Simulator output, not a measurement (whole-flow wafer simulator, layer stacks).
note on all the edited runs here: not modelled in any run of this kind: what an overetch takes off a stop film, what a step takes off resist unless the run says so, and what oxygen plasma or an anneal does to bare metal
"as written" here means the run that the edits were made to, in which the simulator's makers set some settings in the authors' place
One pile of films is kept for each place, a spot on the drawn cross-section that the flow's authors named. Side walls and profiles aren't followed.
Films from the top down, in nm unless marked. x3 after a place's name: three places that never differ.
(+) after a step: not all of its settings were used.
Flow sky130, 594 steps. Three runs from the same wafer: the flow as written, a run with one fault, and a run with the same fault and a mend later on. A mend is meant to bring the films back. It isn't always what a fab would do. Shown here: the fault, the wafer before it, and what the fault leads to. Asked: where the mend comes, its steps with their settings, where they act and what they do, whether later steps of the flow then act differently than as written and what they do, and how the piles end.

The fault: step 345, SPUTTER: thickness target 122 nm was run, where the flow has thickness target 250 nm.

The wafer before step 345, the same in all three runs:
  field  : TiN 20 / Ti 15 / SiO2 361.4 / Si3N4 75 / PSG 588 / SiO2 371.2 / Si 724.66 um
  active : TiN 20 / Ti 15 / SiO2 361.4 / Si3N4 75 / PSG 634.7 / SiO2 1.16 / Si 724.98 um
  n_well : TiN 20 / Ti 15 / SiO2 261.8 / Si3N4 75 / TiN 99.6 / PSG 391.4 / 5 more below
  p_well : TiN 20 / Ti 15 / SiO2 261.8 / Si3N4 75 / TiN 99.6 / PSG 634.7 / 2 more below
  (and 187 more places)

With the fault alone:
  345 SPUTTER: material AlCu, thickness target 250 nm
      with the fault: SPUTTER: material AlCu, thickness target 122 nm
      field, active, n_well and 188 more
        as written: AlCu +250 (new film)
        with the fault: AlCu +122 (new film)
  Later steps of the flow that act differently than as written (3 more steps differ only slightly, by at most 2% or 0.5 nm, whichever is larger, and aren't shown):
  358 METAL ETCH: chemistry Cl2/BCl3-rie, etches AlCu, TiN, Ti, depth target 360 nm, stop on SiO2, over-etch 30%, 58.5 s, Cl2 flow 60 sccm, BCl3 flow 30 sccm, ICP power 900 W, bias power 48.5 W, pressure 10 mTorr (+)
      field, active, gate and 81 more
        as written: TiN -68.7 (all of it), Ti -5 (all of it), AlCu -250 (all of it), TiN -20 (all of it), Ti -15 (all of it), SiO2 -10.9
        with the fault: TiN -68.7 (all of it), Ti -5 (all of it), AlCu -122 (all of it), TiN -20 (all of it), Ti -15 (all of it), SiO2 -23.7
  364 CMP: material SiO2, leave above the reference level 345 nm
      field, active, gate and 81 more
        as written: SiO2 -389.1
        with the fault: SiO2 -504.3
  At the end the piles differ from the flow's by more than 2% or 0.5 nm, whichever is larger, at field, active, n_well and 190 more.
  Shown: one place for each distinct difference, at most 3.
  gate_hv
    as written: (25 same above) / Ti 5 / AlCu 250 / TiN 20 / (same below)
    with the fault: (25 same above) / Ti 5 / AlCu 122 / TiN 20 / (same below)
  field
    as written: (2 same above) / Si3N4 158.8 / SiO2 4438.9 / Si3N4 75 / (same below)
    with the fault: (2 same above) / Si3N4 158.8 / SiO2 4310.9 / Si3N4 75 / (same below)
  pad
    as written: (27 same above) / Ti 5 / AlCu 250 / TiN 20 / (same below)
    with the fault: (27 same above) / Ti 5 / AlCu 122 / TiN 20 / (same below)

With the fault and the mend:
  The mend comes after step 345.
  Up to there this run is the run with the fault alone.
  345a SPUTTER: material AlCu, thickness target 128 nm (the flow's step 345 once more, with other settings)
      field, active, n_well and 188 more
        AlCu +128
  No later step of the flow acts differently than as written at any place that is followed.
  At the end the piles are the same as the flow's at every place that both follow.
